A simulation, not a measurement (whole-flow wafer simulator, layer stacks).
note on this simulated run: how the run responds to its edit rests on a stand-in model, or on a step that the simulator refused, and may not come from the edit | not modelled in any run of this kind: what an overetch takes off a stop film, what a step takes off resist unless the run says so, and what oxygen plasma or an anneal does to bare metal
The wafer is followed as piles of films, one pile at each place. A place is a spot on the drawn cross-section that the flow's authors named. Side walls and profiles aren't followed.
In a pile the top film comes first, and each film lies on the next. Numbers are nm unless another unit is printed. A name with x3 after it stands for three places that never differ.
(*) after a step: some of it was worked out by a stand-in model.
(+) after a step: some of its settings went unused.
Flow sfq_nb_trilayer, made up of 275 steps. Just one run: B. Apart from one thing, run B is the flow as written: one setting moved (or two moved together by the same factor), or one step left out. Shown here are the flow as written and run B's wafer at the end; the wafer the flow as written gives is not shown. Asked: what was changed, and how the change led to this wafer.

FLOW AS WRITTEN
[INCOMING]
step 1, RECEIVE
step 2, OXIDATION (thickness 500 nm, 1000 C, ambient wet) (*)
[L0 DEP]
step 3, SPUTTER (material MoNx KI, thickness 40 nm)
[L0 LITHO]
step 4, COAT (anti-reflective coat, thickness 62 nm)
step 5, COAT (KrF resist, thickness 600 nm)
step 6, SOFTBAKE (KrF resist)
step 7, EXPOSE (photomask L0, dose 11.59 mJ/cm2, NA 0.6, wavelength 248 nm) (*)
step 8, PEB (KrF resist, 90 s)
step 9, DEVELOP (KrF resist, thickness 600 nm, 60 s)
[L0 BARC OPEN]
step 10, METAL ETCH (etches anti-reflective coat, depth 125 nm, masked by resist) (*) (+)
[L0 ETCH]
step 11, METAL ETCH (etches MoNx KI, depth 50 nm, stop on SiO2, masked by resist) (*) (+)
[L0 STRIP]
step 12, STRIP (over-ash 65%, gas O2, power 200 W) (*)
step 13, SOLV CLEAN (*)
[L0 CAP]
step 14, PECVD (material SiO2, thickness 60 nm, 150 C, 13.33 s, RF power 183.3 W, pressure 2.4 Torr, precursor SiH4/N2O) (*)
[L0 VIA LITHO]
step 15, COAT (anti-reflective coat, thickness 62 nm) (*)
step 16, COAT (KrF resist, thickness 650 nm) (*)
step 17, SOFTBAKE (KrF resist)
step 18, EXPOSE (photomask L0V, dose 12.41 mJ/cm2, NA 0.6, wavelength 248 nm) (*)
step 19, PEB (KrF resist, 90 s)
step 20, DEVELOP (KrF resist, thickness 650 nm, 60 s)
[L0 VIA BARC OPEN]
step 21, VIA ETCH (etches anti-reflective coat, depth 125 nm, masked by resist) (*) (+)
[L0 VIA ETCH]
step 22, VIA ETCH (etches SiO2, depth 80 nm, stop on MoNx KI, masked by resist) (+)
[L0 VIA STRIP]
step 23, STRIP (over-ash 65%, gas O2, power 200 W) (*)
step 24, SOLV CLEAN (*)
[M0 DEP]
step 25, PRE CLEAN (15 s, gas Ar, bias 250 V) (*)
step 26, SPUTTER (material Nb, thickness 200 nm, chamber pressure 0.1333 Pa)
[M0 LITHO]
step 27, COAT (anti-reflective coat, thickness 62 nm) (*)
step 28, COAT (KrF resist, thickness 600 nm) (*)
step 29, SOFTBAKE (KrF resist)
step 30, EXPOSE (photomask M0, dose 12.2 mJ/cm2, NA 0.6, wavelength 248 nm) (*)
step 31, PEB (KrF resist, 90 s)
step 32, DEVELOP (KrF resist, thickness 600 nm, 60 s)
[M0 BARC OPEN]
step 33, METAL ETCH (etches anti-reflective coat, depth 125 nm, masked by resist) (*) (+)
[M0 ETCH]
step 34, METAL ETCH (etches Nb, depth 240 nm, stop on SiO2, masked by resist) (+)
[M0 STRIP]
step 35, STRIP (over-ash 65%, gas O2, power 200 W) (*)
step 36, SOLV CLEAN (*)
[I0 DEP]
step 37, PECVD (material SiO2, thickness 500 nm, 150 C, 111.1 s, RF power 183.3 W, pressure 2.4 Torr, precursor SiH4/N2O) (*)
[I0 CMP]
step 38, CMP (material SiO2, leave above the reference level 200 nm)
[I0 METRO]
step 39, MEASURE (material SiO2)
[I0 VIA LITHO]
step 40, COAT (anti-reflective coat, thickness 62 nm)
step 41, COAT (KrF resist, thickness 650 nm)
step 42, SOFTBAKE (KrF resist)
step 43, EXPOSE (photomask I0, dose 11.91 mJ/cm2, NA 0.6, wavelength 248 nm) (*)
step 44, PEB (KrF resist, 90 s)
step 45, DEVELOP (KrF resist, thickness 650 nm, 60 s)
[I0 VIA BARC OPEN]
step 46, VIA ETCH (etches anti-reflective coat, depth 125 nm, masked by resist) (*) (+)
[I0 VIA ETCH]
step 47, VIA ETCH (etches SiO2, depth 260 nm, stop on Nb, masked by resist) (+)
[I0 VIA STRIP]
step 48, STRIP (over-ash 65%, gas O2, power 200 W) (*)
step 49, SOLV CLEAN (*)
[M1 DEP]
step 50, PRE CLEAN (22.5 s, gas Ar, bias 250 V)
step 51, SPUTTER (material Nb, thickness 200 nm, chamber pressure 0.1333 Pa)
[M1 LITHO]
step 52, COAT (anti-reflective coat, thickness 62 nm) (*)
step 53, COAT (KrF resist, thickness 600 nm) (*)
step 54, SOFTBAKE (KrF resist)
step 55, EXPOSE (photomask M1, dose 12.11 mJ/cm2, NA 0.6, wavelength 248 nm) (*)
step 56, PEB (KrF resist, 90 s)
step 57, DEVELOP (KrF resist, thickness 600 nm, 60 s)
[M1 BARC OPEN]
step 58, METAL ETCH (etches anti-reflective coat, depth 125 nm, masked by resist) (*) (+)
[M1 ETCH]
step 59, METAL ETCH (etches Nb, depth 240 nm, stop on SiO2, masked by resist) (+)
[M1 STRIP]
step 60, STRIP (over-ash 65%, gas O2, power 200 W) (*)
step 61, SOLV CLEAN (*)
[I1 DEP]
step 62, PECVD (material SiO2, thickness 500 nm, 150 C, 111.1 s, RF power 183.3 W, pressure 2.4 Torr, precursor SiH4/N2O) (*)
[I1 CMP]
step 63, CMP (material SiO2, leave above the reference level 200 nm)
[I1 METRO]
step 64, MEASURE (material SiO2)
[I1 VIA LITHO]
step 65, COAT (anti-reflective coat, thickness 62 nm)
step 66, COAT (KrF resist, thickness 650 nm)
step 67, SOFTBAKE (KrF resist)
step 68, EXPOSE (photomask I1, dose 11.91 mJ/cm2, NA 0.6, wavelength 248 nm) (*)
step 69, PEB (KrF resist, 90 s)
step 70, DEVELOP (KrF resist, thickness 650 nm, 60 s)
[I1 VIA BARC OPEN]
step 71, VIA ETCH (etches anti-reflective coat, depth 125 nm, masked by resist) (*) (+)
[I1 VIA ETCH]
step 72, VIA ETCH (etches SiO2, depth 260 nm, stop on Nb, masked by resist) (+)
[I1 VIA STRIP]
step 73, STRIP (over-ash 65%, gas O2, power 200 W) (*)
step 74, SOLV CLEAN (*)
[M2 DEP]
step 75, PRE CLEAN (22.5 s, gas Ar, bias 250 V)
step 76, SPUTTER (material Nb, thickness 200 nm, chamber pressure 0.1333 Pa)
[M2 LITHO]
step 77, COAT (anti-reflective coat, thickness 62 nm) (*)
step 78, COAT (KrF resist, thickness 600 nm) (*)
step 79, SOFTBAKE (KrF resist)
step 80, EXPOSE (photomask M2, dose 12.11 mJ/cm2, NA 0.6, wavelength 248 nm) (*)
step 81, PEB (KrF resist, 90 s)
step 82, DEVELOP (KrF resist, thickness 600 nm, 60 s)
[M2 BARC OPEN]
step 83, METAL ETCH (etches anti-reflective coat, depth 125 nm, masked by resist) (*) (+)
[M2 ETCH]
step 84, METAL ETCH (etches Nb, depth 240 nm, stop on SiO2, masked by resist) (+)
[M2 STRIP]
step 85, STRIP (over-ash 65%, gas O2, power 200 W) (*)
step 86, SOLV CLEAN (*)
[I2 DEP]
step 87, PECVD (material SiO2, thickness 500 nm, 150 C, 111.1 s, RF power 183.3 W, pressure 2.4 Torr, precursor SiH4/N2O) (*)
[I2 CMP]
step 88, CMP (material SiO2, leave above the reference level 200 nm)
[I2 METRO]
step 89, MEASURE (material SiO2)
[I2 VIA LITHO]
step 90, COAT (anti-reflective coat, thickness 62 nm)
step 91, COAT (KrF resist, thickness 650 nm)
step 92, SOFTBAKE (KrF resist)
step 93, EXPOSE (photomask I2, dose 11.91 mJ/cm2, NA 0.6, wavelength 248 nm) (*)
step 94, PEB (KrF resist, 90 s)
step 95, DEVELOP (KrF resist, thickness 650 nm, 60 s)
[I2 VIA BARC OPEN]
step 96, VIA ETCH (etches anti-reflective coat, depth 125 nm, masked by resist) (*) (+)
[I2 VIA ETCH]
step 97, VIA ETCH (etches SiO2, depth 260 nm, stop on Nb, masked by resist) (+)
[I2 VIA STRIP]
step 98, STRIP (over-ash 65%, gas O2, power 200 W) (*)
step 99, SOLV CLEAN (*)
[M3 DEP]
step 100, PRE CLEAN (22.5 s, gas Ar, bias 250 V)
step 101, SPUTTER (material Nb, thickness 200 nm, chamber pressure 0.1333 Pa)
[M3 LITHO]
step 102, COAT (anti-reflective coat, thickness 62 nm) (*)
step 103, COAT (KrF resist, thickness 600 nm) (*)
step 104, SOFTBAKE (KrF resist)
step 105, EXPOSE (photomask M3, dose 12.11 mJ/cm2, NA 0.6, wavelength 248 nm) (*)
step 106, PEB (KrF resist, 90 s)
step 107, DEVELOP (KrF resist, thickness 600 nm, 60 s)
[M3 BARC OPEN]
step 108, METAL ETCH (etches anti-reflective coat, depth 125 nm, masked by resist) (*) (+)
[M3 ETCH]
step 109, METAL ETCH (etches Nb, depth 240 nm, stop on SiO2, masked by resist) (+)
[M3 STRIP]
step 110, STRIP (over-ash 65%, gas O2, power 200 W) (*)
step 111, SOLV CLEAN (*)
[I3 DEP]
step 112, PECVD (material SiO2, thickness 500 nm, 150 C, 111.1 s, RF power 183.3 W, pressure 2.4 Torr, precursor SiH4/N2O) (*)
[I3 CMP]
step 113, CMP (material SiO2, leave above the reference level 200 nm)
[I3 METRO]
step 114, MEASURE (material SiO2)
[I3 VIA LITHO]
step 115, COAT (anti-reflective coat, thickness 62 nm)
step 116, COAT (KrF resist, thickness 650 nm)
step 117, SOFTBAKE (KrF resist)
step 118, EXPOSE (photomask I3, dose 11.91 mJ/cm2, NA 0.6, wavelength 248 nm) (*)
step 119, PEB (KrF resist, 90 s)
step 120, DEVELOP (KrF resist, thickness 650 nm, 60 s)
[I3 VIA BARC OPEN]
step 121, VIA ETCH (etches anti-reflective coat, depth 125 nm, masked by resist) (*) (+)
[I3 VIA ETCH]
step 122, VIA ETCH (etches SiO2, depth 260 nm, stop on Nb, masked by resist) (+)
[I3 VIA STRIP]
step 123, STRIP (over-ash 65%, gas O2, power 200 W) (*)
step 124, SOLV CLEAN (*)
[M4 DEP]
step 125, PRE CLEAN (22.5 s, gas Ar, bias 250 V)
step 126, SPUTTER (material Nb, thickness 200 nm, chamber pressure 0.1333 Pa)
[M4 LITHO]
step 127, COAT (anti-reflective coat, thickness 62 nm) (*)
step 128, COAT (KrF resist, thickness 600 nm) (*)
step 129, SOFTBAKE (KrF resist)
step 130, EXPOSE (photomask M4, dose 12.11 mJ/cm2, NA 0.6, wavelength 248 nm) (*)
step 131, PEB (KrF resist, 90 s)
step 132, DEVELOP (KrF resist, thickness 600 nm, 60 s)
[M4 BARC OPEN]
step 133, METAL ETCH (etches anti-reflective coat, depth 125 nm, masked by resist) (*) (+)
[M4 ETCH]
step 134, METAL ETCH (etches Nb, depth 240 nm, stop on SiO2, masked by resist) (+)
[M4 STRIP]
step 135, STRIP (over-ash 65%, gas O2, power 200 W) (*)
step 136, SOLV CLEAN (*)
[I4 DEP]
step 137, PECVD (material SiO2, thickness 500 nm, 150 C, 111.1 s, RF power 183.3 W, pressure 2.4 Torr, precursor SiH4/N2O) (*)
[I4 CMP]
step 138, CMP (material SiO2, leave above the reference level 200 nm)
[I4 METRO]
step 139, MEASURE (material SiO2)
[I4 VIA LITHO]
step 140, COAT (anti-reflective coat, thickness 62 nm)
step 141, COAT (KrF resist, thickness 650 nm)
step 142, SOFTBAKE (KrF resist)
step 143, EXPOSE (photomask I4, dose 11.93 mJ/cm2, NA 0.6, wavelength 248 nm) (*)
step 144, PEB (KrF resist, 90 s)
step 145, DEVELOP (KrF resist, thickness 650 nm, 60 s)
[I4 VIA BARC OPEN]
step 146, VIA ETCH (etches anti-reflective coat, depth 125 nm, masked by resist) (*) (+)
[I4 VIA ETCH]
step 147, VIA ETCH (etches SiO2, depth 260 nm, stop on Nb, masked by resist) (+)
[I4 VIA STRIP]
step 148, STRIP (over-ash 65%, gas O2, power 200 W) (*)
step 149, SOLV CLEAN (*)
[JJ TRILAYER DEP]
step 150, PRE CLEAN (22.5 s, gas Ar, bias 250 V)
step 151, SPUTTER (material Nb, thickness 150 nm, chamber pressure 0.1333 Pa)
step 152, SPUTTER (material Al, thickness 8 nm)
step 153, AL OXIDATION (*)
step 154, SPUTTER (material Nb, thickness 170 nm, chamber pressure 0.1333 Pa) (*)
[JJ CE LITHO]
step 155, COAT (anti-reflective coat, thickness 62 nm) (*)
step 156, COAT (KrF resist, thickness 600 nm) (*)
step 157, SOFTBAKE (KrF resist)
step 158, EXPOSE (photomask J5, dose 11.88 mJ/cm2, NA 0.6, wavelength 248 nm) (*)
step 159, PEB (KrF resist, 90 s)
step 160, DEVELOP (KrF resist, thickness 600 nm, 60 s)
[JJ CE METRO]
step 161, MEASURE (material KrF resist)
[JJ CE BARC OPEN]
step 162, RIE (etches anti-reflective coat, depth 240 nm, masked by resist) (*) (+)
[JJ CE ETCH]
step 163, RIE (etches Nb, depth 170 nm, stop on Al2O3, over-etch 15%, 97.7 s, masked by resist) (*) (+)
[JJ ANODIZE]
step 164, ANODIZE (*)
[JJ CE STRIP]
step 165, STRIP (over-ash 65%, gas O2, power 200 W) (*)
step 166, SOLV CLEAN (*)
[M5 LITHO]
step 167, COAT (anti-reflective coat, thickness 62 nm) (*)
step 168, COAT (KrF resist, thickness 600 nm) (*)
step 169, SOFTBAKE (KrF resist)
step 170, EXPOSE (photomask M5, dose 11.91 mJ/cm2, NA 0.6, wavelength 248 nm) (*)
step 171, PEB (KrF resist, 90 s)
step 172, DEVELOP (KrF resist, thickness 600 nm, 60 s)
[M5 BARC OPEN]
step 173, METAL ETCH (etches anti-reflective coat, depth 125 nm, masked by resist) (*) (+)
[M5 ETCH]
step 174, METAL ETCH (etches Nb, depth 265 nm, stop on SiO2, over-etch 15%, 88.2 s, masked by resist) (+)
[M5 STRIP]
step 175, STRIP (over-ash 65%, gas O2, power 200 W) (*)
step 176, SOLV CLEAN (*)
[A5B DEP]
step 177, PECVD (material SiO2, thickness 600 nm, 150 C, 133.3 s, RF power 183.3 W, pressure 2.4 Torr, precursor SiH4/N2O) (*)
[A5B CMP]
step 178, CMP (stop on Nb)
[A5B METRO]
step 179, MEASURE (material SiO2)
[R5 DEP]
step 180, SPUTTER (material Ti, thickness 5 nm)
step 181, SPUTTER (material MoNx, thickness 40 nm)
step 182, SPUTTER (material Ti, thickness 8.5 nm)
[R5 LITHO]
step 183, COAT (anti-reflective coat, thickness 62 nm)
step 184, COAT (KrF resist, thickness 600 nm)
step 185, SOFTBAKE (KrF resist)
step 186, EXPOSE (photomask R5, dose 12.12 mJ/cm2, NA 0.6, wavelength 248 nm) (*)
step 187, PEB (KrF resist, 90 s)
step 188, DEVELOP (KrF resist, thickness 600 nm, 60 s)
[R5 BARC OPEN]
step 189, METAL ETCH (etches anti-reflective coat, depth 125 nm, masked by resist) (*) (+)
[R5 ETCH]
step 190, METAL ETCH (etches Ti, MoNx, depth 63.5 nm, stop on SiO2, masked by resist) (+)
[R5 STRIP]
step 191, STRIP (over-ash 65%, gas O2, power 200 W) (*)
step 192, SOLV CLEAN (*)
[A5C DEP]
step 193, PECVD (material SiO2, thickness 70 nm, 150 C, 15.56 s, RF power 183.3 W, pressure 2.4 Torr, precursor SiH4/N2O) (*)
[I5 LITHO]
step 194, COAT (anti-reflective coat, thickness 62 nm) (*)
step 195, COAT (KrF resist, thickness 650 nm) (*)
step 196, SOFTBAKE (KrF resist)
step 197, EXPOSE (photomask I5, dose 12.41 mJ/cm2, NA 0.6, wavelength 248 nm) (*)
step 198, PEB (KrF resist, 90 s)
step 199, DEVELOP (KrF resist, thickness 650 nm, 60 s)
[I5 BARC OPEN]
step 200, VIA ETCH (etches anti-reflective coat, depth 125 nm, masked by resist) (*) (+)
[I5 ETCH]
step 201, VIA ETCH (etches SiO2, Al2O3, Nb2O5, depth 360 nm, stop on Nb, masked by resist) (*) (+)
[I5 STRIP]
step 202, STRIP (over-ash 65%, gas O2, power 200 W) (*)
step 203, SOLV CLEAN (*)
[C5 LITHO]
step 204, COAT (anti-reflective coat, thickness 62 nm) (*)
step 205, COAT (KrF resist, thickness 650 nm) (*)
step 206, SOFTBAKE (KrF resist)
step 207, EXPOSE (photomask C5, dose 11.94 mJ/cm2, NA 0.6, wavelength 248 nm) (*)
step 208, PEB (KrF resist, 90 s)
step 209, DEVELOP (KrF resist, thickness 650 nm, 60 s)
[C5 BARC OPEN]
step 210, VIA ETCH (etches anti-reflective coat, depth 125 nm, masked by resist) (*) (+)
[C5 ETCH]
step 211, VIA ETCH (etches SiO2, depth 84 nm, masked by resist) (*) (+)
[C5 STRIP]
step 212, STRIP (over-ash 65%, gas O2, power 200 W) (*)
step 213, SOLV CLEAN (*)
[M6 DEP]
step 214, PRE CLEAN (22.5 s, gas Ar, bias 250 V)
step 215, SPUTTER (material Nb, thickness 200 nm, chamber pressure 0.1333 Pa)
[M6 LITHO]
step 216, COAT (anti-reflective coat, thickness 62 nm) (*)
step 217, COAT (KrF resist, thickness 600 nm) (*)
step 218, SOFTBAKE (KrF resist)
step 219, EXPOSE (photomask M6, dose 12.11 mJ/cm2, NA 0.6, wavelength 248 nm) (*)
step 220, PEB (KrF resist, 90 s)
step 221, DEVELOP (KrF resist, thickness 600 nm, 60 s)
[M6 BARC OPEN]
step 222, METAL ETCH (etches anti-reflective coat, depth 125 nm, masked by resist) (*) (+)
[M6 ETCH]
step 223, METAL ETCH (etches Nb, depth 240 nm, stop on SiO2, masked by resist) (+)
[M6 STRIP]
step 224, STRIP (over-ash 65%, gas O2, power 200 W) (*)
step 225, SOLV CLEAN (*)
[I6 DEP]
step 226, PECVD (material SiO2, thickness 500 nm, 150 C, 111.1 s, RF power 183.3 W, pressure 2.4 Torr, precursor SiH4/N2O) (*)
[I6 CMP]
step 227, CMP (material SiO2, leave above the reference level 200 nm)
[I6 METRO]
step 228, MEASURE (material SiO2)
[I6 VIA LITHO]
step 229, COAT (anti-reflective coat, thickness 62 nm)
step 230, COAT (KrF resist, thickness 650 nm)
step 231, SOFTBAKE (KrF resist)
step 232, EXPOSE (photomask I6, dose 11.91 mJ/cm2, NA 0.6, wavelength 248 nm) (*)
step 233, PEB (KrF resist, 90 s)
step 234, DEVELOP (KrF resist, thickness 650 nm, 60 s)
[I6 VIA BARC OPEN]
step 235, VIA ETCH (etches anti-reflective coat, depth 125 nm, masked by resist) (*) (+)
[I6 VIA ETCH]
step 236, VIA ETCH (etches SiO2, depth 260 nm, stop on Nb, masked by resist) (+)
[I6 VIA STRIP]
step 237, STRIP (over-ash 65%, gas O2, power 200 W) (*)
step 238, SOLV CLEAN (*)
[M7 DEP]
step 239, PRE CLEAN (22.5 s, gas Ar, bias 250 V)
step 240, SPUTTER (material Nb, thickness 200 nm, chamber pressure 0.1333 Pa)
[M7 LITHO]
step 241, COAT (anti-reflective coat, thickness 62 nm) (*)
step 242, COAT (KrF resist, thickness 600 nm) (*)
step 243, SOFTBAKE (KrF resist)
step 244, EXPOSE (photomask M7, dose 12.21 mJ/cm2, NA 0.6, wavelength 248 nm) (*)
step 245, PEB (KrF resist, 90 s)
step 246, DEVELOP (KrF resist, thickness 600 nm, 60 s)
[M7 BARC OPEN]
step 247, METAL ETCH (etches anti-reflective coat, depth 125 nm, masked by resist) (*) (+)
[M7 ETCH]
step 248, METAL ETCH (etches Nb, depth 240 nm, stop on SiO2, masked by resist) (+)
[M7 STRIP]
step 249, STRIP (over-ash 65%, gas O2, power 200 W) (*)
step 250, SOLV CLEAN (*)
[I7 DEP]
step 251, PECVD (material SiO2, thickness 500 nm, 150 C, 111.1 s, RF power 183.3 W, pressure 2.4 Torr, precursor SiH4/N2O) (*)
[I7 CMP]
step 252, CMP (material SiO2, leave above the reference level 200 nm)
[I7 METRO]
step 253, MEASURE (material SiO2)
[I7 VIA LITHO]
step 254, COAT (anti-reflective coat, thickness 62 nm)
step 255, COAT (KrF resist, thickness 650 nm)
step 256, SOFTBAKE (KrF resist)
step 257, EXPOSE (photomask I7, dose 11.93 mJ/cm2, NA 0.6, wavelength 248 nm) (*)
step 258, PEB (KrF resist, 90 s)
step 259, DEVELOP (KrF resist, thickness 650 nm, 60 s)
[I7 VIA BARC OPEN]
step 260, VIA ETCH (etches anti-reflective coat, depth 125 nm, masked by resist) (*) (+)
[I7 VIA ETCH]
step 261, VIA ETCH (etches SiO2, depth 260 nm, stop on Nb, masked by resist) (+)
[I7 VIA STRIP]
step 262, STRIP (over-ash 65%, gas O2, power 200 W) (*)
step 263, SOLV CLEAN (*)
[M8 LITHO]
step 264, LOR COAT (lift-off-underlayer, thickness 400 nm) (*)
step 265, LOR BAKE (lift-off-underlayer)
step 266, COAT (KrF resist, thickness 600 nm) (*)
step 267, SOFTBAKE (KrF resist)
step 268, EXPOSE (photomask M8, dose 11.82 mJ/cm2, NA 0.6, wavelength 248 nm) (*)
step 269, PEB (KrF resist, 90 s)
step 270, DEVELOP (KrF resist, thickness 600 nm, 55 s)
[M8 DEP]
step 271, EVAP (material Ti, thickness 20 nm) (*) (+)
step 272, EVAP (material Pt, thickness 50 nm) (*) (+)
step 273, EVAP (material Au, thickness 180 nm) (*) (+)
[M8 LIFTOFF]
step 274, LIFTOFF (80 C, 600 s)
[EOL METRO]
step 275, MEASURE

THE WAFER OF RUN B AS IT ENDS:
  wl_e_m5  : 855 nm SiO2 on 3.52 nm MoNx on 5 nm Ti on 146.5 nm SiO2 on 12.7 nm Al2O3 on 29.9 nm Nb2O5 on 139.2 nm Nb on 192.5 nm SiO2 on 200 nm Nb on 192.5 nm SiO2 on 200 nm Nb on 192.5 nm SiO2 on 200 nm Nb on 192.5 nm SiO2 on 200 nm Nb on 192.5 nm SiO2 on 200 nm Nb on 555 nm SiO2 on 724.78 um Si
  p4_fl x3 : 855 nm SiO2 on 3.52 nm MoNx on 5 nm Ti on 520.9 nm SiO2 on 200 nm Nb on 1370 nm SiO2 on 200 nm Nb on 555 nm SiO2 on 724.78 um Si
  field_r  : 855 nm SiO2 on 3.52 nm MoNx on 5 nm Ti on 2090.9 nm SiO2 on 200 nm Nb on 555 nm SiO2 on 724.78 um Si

The reason: step 190, METAL ETCH: depth 44.98 nm was run, while the flow as written has depth 63.5 nm.

How this came from the change, step by step:
  step 190, METAL ETCH (etches Ti, MoNx, depth 63.5 nm, stop on SiO2, masked by resist) (+)
      field_l, v_sur, via_wl and 92 more: -8.5 Ti (all of it), -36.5 MoNx (in the flow as written it would be: -8.5 Ti (all of it), -40 MoNx (all of it), -5 Ti (all of it))
      ce_l, c5j, ce_r, wl_jj: -8.5 Ti (all of it), -36.5 MoNx (in the flow as written it would be: -8.5 Ti (all of it), -40 MoNx (all of it), -5 Ti (all of it), -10 Nb)
      (also at 7 further places)
  step 193, PECVD (material SiO2, thickness 70 nm, 150 C, 15.56 s, RF power 183.3 W, pressure 2.4 Torr, precursor SiH4/N2O) (*)
      field_l, v_sur, via_wl and 92 more: +70 SiO2 (new film) (in the flow as written it would be: +70 SiO2)
  step 194, COAT (anti-reflective coat, thickness 62 nm) (*)
      wl_j_sl, wl_j_sr: +62 anti-reflective coat (new film) (in the flow as written it would be: +60.2 anti-reflective coat (new film))
      r5r_spacepad_l, r5r_spacepad_r: +80.7 anti-reflective coat (new film) (in the flow as written it would be: +84.4 anti-reflective coat (new film))
      (also at 11 further places)
  step 201, VIA ETCH (etches SiO2, Al2O3, Nb2O5, depth 360 nm, stop on Nb, masked by resist) (*) (+)
      be: -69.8 SiO2 (all of it), -3.52 MoNx (all of it), -5 Ti (all of it), -146.5 SiO2 (all of it), -12.7 Al2O3 (all of it), -29.9 Nb2O5 (all of it) (in the flow as written it would be: -216.4 SiO2 (all of it), -12.7 Al2O3 (all of it), -29.9 Nb2O5 (all of it))
  step 202, STRIP (over-ash 65%, gas O2, power 200 W) (*)
      wl_j_sl, wl_j_sr: -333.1 KrF resist (all of it), -62 anti-reflective coat (all of it) (in the flow as written it would be: -333.3 KrF resist (all of it), -60.2 anti-reflective coat (all of it))
      r5r_spacepad_l, r5r_spacepad_r: -335.2 KrF resist (all of it), -80.7 anti-reflective coat (all of it) (in the flow as written it would be: -335.6 KrF resist (all of it), -84.4 anti-reflective coat (all of it))
      (also at 11 further places)
  step 204, COAT (anti-reflective coat, thickness 62 nm) (*)
      wl_j_sl, wl_j_sr: +62 anti-reflective coat (new film) (in the flow as written it would be: +60.2 anti-reflective coat (new film))
      r5r_spacepad_l, r5r_spacepad_r: +80.7 anti-reflective coat (new film) (in the flow as written it would be: +84.4 anti-reflective coat (new film))
      (also at 11 further places)
  step 210, VIA ETCH (etches anti-reflective coat, depth 125 nm, masked by resist) (*) (+)
      c5j: -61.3 anti-reflective coat (all of it), -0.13 SiO2 (in the flow as written it would be: -63.9 anti-reflective coat (all of it), -0.11 SiO2)
  step 211, VIA ETCH (etches SiO2, depth 84 nm, masked by resist) (*) (+)
      c5j: -69.9 SiO2 (all of it) (in the flow as written it would be: -69.9 SiO2 (all of it), -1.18 Nb)
  step 212, STRIP (over-ash 65%, gas O2, power 200 W) (*)
      wl_j_sl, wl_j_sr: -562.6 KrF resist (all of it), -62 anti-reflective coat (all of it) (in the flow as written it would be: -563.4 KrF resist (all of it), -60.2 anti-reflective coat (all of it))
      r5r_spacepad_l, r5r_spacepad_r: -564.7 KrF resist (all of it), -80.7 anti-reflective coat (all of it) (in the flow as written it would be: -565.8 KrF resist (all of it), -84.4 anti-reflective coat (all of it))
      (also at 10 further places)
  step 214, PRE CLEAN (22.5 s, gas Ar, bias 250 V)
      c5j: -3.52 MoNx (all of it), -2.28 Ti (in the flow as written it would be: -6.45 Nb)
  step 215, SPUTTER (material Nb, thickness 200 nm, chamber pressure 0.1333 Pa)
      c5j: +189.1 Nb (new film) (in the flow as written it would be: +188.4 Nb)
  step 216, COAT (anti-reflective coat, thickness 62 nm) (*)
      r5r_line_l, r5r_line_c, r5r_line_r: +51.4 anti-reflective coat (new film) (in the flow as written it would be: +50 anti-reflective coat (new film))
      wl_j_sl, wl_j_sr: +62 anti-reflective coat (new film) (in the flow as written it would be: +60.2 anti-reflective coat (new film))
      (also at 11 further places)
  step 222, METAL ETCH (etches anti-reflective coat, depth 125 nm, masked by resist) (*) (+)
      r5r_line_l, r5r_line_c, r5r_line_r: -51.4 anti-reflective coat (all of it) (in the flow as written it would be: -50 anti-reflective coat (all of it))
      r5r_spacepad_l, r5r_spacepad_r: -81.6 anti-reflective coat (all of it) (in the flow as written it would be: -85.7 anti-reflective coat (all of it))
      (also at 1 further place)
  step 224, STRIP (over-ash 65%, gas O2, power 200 W) (*)
      wl_j_sl, wl_j_sr: -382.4 KrF resist (all of it), -62 anti-reflective coat (all of it) (in the flow as written it would be: -382.5 KrF resist (all of it), -60.2 anti-reflective coat (all of it))
      be_sur: -371.1 KrF resist (all of it), -42.9 anti-reflective coat (all of it) (in the flow as written it would be: -371.2 KrF resist (all of it), -43.8 anti-reflective coat (all of it))
      (also at 7 further places)
  step 227, CMP (material SiO2, leave above the reference level 200 nm)
      ce_l, ce_r, wl_jj: -300 SiO2 (in the flow as written it would be: -290 SiO2)
      be_r, r_sur, r_end: -345 SiO2 (in the flow as written it would be: -353.5 SiO2)
      (also at 7 further places)
If metal films that touch count as one body, wl_e_m5 has 7 bodies (between them, from the top down: SiO2 146.5 / Al2O3 12.7 / Nb2O5 29.9; SiO2 192.5; SiO2 192.5; SiO2 192.5; SiO2 192.5; SiO2 192.5); the flow as written gives 6 bodies (between them, from the top down: SiO2 192.5; SiO2 192.5; SiO2 192.5; SiO2 192.5; SiO2 192.5).
If metal films that touch count as one body, p4_fl x3 has 3 bodies (between them, from the top down: SiO2 520.9; SiO2 1370); the flow as written gives 2 bodies (between them, from the top down: SiO2 1370).
If metal films that touch count as one body, field_r has 2 bodies (between them, from the top down: SiO2 2090.9); the flow as written gives 1 body.
